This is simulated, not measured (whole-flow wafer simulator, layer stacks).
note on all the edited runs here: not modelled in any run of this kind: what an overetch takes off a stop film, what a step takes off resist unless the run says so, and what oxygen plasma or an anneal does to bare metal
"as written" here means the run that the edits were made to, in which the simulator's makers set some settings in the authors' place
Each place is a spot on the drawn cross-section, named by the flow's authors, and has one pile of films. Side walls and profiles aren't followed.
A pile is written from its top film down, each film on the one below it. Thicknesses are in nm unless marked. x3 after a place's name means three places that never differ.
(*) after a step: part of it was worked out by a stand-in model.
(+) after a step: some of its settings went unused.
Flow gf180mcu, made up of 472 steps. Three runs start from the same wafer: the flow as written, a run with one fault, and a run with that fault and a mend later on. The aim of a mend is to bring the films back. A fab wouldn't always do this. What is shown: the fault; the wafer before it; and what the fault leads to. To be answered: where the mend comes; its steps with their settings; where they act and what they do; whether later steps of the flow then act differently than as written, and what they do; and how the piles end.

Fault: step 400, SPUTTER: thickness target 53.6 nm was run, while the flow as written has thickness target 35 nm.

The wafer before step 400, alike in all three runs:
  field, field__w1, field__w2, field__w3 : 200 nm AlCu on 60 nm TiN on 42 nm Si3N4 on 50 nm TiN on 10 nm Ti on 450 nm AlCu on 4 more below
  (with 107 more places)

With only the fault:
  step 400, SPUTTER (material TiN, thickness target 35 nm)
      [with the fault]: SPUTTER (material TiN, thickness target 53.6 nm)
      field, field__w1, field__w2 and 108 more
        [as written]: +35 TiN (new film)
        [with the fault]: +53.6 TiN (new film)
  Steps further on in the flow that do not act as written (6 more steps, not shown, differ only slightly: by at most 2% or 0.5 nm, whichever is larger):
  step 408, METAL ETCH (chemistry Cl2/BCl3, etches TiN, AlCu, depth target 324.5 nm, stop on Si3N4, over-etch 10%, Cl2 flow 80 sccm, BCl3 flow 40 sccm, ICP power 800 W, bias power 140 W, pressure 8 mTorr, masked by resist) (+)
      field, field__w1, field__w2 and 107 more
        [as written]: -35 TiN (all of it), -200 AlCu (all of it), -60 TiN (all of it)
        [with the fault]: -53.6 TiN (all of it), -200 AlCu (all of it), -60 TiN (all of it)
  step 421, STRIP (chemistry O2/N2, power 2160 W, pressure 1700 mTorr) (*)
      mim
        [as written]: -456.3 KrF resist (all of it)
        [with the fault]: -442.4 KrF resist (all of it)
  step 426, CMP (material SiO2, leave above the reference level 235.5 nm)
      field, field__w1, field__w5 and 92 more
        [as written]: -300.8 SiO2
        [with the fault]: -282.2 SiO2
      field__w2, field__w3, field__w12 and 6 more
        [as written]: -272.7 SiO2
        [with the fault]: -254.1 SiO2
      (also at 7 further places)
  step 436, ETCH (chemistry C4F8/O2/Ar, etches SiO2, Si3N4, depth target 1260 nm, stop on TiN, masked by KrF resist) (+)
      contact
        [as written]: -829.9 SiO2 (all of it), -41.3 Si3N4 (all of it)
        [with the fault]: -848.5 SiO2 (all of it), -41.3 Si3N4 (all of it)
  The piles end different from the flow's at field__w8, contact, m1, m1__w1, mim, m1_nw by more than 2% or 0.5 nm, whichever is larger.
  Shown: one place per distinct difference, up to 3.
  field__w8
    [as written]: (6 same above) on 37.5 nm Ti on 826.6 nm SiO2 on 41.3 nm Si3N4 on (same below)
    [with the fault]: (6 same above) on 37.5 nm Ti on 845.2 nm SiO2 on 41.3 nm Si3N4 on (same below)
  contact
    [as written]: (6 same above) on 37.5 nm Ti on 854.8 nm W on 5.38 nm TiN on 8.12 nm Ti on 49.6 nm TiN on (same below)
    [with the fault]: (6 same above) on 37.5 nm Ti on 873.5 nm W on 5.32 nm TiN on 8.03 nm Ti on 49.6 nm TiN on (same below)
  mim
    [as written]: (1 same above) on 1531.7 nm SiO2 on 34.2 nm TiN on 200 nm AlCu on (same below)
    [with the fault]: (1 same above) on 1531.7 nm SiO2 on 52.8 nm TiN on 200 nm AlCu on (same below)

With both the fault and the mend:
  The mend follows step 400.
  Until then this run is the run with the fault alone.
  step 400a, METAL ETCH (chemistry Cl2/BCl3, etches TiN, AlCu, Ti, depth target 18.6 nm, Cl2 flow 80 sccm, BCl3 flow 40 sccm, ICP power 800 W, bias power 140 W, pressure 8 mTorr) (the flow's step 260, run once more with other settings)
      field, field__w1, field__w2 and 108 more
        -18.6 TiN
  Later steps of the flow that are run all act as written at every place that is followed.
  By the end, the piles equal the flow's at every place that both follow.
